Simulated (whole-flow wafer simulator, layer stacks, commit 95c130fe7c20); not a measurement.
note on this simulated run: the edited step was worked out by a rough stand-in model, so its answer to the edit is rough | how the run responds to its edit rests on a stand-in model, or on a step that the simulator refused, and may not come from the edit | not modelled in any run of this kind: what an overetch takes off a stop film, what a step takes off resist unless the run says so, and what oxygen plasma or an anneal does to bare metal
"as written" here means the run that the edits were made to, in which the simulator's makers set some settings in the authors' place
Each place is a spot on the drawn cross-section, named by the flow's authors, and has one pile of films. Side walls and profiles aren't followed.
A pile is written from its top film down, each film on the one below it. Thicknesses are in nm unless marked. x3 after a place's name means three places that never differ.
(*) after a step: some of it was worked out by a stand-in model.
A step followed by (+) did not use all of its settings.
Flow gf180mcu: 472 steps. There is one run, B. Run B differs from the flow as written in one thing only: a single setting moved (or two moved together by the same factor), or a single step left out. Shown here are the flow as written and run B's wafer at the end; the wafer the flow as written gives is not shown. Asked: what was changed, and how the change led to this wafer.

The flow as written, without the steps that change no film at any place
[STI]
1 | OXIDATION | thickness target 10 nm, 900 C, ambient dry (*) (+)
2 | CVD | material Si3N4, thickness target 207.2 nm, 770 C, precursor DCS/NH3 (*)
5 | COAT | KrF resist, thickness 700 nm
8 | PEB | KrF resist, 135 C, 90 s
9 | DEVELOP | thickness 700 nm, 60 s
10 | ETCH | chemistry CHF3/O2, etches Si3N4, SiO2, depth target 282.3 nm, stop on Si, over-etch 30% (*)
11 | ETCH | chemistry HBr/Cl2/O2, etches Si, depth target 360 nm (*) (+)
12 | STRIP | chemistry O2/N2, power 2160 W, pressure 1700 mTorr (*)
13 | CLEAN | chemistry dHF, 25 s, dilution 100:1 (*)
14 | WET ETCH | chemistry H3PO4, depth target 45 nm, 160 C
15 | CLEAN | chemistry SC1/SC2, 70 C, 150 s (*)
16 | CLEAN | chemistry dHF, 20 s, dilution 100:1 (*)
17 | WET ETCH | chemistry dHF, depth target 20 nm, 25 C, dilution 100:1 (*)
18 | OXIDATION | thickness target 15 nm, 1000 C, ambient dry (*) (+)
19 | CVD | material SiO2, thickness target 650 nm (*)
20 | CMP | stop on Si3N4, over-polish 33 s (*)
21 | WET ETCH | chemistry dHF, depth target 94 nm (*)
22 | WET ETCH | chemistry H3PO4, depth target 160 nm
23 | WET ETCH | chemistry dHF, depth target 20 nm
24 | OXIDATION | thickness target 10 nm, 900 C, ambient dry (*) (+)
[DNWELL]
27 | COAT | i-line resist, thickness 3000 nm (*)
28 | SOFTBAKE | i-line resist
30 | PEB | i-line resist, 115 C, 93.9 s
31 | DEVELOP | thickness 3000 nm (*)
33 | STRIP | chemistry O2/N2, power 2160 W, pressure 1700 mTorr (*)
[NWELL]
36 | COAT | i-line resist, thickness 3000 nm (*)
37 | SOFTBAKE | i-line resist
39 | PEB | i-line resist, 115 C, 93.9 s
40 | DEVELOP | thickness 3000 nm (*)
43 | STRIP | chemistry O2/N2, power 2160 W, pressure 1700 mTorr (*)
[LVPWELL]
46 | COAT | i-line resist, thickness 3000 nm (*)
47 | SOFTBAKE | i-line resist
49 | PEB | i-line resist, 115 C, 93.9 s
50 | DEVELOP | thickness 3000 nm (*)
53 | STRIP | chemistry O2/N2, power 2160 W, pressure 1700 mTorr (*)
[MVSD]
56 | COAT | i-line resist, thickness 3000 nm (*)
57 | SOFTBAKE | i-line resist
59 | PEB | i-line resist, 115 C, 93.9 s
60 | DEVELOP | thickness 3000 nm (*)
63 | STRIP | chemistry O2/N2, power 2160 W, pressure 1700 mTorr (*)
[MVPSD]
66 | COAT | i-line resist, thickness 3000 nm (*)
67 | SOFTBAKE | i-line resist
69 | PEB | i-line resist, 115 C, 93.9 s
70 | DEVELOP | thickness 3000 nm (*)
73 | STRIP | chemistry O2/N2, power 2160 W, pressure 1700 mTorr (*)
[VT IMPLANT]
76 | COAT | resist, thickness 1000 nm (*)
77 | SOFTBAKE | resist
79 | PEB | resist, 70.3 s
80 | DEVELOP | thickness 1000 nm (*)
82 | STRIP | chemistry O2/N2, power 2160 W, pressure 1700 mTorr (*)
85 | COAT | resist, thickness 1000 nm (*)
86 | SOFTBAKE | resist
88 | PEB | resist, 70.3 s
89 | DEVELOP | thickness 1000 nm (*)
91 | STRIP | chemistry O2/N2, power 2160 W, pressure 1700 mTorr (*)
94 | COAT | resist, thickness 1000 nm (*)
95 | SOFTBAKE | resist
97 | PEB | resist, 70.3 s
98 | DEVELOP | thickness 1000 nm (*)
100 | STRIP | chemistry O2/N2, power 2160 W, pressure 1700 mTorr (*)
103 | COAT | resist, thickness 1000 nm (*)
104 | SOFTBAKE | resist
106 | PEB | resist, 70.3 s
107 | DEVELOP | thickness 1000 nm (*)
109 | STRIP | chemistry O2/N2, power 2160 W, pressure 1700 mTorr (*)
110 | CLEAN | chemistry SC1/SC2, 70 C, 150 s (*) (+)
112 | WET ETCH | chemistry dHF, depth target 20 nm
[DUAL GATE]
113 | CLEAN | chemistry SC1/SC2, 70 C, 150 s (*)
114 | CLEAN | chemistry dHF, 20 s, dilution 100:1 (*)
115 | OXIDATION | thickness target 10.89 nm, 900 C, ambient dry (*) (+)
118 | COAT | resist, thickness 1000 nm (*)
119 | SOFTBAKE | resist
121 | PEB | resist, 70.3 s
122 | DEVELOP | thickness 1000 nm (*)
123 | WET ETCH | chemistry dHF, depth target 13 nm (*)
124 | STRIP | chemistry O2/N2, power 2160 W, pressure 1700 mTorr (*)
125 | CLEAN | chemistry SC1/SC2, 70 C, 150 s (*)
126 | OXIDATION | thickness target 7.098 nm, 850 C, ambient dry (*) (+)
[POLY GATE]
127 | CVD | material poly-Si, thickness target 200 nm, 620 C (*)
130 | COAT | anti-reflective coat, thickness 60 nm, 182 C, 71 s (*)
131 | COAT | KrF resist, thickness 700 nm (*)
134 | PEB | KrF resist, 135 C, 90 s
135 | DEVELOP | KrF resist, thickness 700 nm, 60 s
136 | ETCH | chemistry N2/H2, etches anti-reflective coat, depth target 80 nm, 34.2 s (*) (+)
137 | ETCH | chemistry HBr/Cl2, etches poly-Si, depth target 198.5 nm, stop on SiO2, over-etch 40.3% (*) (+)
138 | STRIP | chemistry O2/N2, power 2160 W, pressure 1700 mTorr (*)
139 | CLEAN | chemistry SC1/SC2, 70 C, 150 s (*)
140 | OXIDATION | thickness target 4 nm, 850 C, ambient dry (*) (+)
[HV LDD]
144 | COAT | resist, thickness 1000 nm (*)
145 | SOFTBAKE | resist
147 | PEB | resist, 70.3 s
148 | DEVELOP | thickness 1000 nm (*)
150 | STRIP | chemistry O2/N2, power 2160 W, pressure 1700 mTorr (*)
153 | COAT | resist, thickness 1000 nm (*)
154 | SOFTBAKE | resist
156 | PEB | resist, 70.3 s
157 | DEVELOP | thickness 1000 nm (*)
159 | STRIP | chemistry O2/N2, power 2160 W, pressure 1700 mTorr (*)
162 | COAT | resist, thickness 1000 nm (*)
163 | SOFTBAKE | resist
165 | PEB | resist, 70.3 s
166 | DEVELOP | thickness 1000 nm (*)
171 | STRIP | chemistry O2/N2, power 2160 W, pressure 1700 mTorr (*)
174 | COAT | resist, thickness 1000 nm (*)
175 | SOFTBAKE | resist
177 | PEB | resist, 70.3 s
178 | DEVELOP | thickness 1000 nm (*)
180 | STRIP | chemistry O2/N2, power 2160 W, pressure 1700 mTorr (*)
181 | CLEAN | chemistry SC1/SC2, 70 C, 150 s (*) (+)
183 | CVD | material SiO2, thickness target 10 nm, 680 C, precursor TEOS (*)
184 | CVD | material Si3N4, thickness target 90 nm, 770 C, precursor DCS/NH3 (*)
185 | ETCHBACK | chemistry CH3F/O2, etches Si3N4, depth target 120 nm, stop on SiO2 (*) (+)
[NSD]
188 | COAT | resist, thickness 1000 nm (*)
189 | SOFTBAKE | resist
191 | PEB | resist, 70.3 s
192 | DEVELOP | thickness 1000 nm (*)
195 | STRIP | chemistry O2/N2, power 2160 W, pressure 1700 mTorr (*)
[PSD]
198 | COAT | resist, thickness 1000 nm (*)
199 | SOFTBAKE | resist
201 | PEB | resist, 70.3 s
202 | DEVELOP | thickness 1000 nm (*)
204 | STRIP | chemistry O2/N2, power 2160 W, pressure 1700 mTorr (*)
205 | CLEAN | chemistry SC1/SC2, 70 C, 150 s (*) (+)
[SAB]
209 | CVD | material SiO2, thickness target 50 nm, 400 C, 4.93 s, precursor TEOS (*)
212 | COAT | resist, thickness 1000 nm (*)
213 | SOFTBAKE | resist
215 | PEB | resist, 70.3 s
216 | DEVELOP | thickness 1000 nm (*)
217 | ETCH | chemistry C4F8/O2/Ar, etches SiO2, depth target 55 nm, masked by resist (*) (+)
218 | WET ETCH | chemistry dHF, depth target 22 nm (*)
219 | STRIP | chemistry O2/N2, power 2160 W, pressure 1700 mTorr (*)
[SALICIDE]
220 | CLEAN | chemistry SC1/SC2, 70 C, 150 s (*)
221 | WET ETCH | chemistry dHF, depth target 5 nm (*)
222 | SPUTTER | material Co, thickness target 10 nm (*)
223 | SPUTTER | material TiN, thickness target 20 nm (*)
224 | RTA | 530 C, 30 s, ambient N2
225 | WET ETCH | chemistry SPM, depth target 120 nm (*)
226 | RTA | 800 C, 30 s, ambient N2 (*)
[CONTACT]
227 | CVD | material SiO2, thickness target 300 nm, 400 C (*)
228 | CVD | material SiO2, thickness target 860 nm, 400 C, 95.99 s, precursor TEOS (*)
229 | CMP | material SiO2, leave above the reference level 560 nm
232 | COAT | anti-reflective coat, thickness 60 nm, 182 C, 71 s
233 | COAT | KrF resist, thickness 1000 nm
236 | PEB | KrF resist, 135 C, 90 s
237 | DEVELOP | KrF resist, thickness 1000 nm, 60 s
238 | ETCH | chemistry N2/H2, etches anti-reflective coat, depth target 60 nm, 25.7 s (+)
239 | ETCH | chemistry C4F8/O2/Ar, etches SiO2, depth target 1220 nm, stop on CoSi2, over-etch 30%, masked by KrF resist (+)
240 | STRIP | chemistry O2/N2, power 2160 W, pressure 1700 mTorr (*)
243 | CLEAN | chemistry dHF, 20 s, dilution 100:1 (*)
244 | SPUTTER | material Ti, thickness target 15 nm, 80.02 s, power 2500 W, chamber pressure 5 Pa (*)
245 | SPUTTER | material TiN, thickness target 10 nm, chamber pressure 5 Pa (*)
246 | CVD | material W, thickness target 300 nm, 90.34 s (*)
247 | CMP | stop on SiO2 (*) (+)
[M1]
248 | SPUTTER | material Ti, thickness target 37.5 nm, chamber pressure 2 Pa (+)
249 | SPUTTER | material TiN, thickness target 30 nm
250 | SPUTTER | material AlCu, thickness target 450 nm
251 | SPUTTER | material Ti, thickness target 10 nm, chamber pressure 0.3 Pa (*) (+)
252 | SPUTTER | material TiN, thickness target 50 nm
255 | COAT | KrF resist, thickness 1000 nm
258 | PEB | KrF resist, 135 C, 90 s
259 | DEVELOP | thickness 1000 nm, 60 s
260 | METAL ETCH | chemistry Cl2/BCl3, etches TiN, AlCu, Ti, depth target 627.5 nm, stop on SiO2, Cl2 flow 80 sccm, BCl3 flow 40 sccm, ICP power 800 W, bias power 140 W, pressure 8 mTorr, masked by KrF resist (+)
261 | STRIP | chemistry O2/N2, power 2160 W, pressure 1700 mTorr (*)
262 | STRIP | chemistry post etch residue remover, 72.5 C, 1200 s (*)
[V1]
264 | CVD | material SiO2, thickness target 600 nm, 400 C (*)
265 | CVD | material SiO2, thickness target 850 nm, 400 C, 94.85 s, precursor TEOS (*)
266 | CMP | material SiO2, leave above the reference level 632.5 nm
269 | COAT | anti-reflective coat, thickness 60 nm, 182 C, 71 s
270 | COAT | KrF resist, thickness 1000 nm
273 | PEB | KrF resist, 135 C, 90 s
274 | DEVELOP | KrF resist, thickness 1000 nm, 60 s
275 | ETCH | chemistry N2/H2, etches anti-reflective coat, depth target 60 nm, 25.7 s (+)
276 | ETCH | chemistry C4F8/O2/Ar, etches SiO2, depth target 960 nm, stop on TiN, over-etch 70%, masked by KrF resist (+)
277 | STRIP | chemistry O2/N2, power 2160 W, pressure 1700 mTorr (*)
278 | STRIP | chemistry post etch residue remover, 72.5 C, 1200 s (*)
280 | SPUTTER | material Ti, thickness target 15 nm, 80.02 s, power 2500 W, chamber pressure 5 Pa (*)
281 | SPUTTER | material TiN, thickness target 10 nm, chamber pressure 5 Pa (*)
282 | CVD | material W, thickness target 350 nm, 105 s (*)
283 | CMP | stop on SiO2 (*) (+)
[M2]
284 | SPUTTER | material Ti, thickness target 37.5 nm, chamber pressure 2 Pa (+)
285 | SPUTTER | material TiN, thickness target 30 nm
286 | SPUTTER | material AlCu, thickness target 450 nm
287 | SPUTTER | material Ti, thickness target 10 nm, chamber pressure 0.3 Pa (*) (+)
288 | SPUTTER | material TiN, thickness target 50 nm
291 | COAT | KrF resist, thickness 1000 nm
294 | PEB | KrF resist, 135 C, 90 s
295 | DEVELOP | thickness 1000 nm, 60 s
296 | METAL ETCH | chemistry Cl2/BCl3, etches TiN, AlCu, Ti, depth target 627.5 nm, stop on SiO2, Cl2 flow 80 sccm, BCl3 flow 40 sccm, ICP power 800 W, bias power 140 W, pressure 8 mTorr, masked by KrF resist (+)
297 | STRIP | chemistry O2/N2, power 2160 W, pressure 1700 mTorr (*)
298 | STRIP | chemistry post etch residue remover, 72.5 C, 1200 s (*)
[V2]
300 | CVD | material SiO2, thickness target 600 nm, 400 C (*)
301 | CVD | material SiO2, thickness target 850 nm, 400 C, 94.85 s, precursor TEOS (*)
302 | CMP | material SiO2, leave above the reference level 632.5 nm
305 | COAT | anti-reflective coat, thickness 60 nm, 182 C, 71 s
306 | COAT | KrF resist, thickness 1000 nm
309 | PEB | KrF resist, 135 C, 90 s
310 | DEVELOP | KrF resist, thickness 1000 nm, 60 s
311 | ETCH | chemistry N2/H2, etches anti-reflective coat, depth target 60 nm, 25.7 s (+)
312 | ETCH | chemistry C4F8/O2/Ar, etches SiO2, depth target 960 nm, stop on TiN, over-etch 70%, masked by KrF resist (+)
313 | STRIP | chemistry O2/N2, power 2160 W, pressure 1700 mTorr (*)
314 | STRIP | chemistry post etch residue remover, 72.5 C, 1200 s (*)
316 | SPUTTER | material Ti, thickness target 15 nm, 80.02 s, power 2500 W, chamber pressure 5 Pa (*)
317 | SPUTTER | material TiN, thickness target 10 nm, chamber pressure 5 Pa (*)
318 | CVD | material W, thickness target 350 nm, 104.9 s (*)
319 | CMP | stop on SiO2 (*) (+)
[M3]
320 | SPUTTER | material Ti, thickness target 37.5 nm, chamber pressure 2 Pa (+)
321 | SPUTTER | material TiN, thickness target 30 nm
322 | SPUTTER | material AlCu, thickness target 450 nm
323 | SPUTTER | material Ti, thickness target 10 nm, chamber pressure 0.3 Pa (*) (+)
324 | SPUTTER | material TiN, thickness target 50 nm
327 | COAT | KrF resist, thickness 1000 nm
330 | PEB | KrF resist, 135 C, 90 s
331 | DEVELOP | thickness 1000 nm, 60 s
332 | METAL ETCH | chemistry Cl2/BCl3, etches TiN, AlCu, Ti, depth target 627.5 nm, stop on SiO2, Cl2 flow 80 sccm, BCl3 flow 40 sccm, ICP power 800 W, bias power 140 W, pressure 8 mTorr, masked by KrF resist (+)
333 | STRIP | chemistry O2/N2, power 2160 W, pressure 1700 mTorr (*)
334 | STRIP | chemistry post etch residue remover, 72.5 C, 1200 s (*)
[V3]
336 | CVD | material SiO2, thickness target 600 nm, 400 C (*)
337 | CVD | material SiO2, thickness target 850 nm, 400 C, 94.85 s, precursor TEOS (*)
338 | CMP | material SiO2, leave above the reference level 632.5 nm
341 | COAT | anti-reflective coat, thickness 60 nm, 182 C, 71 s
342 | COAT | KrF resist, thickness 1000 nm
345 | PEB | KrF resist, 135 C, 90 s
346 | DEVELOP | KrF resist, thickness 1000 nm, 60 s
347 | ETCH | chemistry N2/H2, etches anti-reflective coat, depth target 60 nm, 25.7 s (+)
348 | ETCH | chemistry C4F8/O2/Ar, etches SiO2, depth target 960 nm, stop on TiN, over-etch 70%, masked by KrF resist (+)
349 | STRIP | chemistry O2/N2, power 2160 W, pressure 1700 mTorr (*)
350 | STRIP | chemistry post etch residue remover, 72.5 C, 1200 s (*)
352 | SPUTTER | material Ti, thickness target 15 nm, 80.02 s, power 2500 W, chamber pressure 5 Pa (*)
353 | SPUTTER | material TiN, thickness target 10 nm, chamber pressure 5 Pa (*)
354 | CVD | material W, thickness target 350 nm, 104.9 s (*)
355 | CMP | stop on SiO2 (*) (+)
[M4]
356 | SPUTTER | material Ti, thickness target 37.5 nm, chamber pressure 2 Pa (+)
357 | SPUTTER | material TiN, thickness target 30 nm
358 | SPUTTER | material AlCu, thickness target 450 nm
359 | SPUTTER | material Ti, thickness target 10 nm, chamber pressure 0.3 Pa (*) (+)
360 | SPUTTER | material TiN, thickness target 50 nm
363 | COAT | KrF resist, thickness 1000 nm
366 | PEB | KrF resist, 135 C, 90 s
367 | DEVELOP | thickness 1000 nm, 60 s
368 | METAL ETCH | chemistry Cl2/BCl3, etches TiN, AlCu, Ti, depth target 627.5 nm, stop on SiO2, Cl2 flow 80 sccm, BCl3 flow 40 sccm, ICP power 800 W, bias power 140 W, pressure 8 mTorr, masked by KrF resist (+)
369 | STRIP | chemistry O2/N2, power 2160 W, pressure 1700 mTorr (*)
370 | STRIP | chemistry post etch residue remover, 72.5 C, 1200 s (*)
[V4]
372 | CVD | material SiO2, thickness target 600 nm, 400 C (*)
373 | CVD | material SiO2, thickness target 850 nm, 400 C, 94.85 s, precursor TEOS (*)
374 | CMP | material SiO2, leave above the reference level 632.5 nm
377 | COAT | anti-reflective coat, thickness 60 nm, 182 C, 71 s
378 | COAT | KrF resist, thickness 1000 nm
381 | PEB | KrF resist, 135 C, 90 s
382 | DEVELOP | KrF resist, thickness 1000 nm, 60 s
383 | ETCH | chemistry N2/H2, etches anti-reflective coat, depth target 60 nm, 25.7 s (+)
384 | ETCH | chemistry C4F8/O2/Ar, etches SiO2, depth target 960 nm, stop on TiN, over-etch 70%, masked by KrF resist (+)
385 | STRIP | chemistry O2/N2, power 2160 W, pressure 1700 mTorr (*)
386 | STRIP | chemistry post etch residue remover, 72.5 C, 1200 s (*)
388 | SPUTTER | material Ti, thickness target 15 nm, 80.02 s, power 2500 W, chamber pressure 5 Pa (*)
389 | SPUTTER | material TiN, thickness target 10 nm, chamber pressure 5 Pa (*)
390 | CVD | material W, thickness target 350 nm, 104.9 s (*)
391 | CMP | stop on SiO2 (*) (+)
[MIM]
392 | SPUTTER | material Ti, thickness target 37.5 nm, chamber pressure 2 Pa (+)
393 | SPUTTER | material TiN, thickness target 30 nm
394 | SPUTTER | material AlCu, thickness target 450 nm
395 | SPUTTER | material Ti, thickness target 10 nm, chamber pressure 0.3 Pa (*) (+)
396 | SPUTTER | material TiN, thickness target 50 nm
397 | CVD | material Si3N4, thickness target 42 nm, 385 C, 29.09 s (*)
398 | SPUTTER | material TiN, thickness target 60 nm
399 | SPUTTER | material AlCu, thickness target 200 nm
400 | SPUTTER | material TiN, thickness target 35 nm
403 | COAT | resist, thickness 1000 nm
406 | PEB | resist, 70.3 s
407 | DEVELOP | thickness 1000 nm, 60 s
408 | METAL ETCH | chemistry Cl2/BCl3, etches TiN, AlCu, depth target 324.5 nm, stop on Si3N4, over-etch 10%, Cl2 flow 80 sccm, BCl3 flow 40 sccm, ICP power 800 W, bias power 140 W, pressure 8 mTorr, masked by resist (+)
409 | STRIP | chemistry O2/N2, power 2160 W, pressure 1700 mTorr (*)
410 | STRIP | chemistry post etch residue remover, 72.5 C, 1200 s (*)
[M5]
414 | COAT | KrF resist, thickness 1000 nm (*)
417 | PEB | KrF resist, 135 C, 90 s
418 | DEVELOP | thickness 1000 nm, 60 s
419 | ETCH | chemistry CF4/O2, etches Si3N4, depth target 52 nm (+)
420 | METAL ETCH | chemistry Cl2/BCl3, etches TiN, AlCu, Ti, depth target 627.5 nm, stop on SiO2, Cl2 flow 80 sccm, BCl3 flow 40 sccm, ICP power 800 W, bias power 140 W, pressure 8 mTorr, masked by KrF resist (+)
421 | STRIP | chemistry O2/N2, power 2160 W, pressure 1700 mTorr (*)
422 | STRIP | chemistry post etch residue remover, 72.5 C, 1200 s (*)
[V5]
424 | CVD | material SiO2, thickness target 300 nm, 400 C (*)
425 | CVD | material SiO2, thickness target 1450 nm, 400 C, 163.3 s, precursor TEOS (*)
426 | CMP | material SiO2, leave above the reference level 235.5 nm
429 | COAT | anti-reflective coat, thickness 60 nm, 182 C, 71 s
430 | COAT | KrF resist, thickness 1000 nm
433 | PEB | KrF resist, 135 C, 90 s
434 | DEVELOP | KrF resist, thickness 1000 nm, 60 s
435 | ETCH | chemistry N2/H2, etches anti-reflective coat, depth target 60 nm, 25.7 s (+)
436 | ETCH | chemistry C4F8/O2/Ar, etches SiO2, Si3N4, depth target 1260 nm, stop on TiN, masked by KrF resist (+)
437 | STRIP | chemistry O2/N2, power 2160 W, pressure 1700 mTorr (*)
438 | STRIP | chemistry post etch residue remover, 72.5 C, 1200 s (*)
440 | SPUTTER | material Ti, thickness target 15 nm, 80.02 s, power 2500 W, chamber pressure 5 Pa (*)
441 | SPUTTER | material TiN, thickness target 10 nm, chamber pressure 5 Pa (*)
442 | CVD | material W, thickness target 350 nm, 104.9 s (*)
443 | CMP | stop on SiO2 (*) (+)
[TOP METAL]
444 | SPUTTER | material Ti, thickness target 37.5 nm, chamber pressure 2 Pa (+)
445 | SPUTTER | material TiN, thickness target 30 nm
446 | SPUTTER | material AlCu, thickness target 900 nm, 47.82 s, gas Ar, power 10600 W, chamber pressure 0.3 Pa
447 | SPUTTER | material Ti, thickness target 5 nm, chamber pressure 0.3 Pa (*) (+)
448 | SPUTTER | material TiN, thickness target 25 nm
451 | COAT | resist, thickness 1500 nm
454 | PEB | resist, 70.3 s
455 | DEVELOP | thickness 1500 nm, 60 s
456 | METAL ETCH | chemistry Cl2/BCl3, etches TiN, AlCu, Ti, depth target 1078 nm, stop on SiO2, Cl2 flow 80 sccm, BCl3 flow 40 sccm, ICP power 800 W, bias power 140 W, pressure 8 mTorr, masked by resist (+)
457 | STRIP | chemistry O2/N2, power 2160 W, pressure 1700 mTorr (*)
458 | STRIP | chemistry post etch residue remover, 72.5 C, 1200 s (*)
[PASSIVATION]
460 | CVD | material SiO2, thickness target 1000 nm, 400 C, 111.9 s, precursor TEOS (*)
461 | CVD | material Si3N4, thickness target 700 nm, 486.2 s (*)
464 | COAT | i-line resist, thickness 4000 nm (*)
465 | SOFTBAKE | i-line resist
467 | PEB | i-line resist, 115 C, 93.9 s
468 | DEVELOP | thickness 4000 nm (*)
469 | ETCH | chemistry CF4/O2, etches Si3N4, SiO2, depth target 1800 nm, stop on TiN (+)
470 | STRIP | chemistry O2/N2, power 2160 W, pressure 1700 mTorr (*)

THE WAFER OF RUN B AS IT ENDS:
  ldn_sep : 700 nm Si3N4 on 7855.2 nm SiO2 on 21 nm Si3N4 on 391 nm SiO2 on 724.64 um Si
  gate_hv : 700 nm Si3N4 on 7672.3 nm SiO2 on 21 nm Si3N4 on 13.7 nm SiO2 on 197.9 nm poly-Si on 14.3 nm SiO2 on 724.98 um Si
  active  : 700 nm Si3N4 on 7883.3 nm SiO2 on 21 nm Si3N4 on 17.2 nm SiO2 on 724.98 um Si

Cause: step 185, ETCHBACK: depth target 64.8 nm was run, whereas the flow has depth target 120 nm.

Step by step, how the change led to this:
  185 | ETCHBACK | chemistry CH3F/O2, etches Si3N4, depth target 120 nm, stop on SiO2 (*) (+)
      field, field__w1, field__w2 and 100 more: -64.8 Si3N4 (in the flow as written it would be: -90 Si3N4 (all of it), -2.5 SiO2)
  188 | COAT | resist, thickness 1000 nm (*)
      spacer: +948 resist (new film) (in the flow as written it would be: +920.2 resist (new film))
  189 | SOFTBAKE | resist
      field__w9: -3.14 resist (in the flow as written it would be: +6.92 resist)
      nw_enc_fld_lv: +5.57 resist (in the flow as written it would be: +0.86 resist)
  192 | DEVELOP | thickness 1000 nm (*)
      spacer: -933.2 resist (all of it) (in the flow as written it would be: -905.9 resist (all of it))
  198 | COAT | resist, thickness 1000 nm (*)
      spacer: +948 resist (new film) (in the flow as written it would be: +920.2 resist (new film))
  199 | SOFTBAKE | resist
      field__w9: -3.14 resist (in the flow as written it would be: +6.92 resist)
      nw_enc_fld_lv: +5.57 resist (in the flow as written it would be: +0.86 resist)
  204 | STRIP | chemistry O2/N2, power 2160 W, pressure 1700 mTorr (*)
      spacer: -933.2 resist (all of it) (in the flow as written it would be: -905.9 resist (all of it))
  205 | CLEAN | chemistry SC1/SC2, 70 C, 150 s (*) (+)
      field, field__w1, field__w2 and 105 more: -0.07 Si3N4 (in the flow as written it would be: -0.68 SiO2)
  209 | CVD | material SiO2, thickness target 50 nm, 400 C, 4.93 s, precursor TEOS (*)
      field, field__w7, field__w8 and 73 more: +50 SiO2 (new film) (in the flow as written it would be: +50 SiO2)
      field_sub__w1, field_sub__w3, field_sub__w4, field_sub__w5, ld_drift_n: +48.8 SiO2 (new film) (in the flow as written it would be: +48.9 SiO2)
      (as well as at 27 more places)
  212 | COAT | resist, thickness 1000 nm (*)
      spacer: +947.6 resist (new film) (in the flow as written it would be: +919.4 resist (new film))
  216 | DEVELOP | thickness 1000 nm (*)
      spacer: -932.8 resist (all of it) (in the flow as written it would be: -905.1 resist (all of it))
  217 | ETCH | chemistry C4F8/O2/Ar, etches SiO2, depth target 55 nm, masked by resist (*) (+)
      field, field__w7, field__w8 and 70 more: -50 SiO2 (all of it), -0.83 Si3N4 (in the flow as written it would be: -55 SiO2)
      field_sub__w1, field_sub__w3, field_sub__w4, field_sub__w5, ld_drift_n: -48.8 SiO2 (all of it), -1.03 Si3N4 (in the flow as written it would be: -55 SiO2)
      (as well as at 21 more places)
  218 | WET ETCH | chemistry dHF, depth target 22 nm (*)
      gate, gate_hv, gate_p and 23 more: -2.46 Si3N4 (in the flow as written it would be: -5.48 SiO2 (all of it))
      field, field__w10, sti and 14 more: -2.46 Si3N4 (in the flow as written it would be: -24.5 SiO2)
      (as well as at 56 more places)
  219 | STRIP | chemistry O2/N2, power 2160 W, pressure 1700 mTorr (*)
      gate, gate_hv, gate_p and 23 more: nothing (in the flow as written it would be: +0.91 chemical SiO2 (new film), -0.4 poly-Si)
      active, p_well, sd_n and 20 more: nothing (in the flow as written it would be: +0.91 chemical SiO2 (new film), -0.4 Si)
  220 | CLEAN | chemistry SC1/SC2, 70 C, 150 s (*)
      field, field__w2, field__w7 and 40 more: nothing (in the flow as written it would be: -0.68 SiO2)
      field__w1, field__w3, field__w6, field__w12, m1, nw_enc_fld_lv, nw_enc_fld_lv__w3: -0.07 Si3N4 (in the flow as written it would be: -0.68 SiO2)
  221 | WET ETCH | chemistry dHF, depth target 5 nm (*)
      active, p_well, gate and 46 more: -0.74 Si3N4 (in the flow as written it would be: -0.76 chemical SiO2 (all of it))
      field, field__w1, field__w2 and 23 more: -0.74 Si3N4 (in the flow as written it would be: -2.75 SiO2)
      (as well as at 24 more places)
  ... 9 further steps ...
  471 | ANNEAL | 400 C, 1800 s, ambient N2/H2
      polyc_n, polyc_p: under 9 films: +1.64 void (new film), -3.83 Ti, +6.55 TiSi first (new film), -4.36 poly-Si (in the flow as written it would be: nothing)
      contact: under 49 films: +1.62 void (new film), -3.83 Ti, +6.55 TiSi first (new film), -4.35 Si (in the flow as written it would be: nothing)
With metal films that touch counted as one body, gate_hv has 0 bodies; the flow as written gives 1 body.
With metal films that touch counted as one body, active has 0 bodies; the flow as written gives 1 body.
